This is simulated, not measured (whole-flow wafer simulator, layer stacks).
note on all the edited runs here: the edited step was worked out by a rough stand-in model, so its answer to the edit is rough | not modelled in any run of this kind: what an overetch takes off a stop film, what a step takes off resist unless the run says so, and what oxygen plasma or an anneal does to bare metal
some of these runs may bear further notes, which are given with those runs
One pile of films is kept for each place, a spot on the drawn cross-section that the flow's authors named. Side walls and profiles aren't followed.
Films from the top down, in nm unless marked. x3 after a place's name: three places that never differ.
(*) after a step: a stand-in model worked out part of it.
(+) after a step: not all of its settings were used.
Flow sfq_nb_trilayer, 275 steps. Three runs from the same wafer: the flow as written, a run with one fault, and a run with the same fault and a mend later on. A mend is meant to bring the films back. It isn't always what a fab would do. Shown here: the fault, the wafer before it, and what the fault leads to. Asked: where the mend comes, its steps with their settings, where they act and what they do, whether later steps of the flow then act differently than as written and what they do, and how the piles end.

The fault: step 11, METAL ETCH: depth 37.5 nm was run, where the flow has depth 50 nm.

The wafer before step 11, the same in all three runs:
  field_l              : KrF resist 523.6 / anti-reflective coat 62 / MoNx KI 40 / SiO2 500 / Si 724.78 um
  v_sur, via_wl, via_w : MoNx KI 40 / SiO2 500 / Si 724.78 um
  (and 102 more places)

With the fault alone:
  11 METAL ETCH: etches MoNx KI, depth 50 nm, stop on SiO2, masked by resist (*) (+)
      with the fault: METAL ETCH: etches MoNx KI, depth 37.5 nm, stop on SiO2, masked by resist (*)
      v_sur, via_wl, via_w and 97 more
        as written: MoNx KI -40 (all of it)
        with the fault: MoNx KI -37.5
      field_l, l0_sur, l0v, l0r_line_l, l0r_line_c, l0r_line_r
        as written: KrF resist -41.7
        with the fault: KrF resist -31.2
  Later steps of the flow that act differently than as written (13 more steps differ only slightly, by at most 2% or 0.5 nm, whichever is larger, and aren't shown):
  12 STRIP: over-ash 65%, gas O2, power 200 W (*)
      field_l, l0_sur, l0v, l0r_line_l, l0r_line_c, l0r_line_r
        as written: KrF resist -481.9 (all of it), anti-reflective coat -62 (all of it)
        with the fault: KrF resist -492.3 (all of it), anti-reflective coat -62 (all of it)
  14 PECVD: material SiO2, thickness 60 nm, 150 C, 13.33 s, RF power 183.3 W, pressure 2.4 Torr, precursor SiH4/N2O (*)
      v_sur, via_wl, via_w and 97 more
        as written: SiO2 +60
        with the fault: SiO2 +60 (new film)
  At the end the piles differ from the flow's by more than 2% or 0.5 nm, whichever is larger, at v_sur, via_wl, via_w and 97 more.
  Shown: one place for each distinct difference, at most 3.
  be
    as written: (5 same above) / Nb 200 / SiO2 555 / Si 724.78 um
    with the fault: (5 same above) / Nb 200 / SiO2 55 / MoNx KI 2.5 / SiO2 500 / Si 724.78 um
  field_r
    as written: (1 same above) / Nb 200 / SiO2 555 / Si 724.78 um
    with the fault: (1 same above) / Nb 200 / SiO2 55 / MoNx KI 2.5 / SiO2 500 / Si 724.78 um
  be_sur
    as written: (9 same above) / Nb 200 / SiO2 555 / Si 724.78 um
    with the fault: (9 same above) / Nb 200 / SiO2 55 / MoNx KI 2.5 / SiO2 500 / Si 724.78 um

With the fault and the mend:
  The mend comes after step 12.
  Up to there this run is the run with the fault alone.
  12a COAT: anti-reflective coat, thickness 62 nm (*) (the flow's step 4 once more)
      p4_fl x3, p4_w1 x9, p4_g1 x2 and 59 more
        anti-reflective coat +62 (new film)
      be_sur, gap, jj_sur and 9 more
        anti-reflective coat +63.6 (new film)
      wire, be, field_r, lsp_l
        anti-reflective coat +63.7 (new film)
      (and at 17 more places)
  12b COAT: KrF resist, thickness 600 nm (*) (the flow's step 5 once more)
      p4_fl x3, p4_w1 x9, p4_g1 x2 and 59 more
        KrF resist +600 (new film)
      jj_sur, ce_l, c5j, ce_r, sp_r, be_r, r_sur
        KrF resist +606.3 (new film)
      l0r_line_l, l0r_line_c, l0r_line_r
        KrF resist +596 (new film)
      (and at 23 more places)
  12c SOFTBAKE: KrF resist (the flow's step 6 once more)
      changes no film at any place that is followed
  12d EXPOSE: photomask L0, dose 11.59 mJ/cm2, NA 0.6, wavelength 248 nm (*) (the flow's step 7 once more)
      changes no film at any place that is followed
  12e PEB: KrF resist, 90 s (the flow's step 8 once more)
      p4_fl x3, p4_w1 x9, p4_g1 x2 and 62 more
        KrF resist -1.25
      v_sur, via_wr, via_sp and 20 more
        KrF resist -1.27
      via_wl, via_w, lsp_r
        KrF resist -1.28
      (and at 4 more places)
  12f DEVELOP: KrF resist, thickness 600 nm, 60 s (the flow's step 9 once more)
      p4_fl x3, p4_w1 x9, p4_g1 x2 and 59 more
        KrF resist -598.7 (all of it)
      field_l, l0_sur, l0v, l0r_line_l, l0r_line_c, l0r_line_r
        KrF resist -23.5
      gap, jj_sur, ce_l, r_sur, res
        KrF resist -605.1 (all of it)
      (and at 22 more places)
  12g METAL ETCH: etches anti-reflective coat, depth 125 nm, masked by resist (*) (+) (the flow's step 10 once more)
      p4_fl x3, p4_w1 x9, p4_g1 x2 and 59 more
        anti-reflective coat -62 (all of it)
      be_sur, gap, jj_sur and 9 more
        anti-reflective coat -63.6 (all of it)
      field_l, l0_sur, l0v, l0r_line_l, l0r_line_c, l0r_line_r
        KrF resist -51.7
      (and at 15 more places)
  12h METAL ETCH: etches MoNx KI, depth 12.5 nm, stop on SiO2, masked by resist (+) (the flow's step 11 once more, with other settings)
      v_sur, via_wl, via_w and 97 more
        MoNx KI -2.5 (all of it)
      field_l, l0_sur, l0r_line_l, l0r_line_c, l0r_line_r
        KrF resist -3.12
      l0v
        KrF resist -3.13
  12i STRIP: over-ash 65%, gas O2, power 200 W (*) (the flow's step 12 once more)
      l0r_line_l, l0r_line_c, l0r_line_r
        KrF resist -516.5 (all of it), anti-reflective coat -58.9 (all of it)
      field_l
        KrF resist -511.7 (all of it), anti-reflective coat -56.7 (all of it)
      l0_sur
        KrF resist -513.3 (all of it), anti-reflective coat -54.1 (all of it)
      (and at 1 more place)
  No later step of the flow acts differently than as written at any place that is followed.
  At the end the piles are the same as the flow's at every place that both follow.
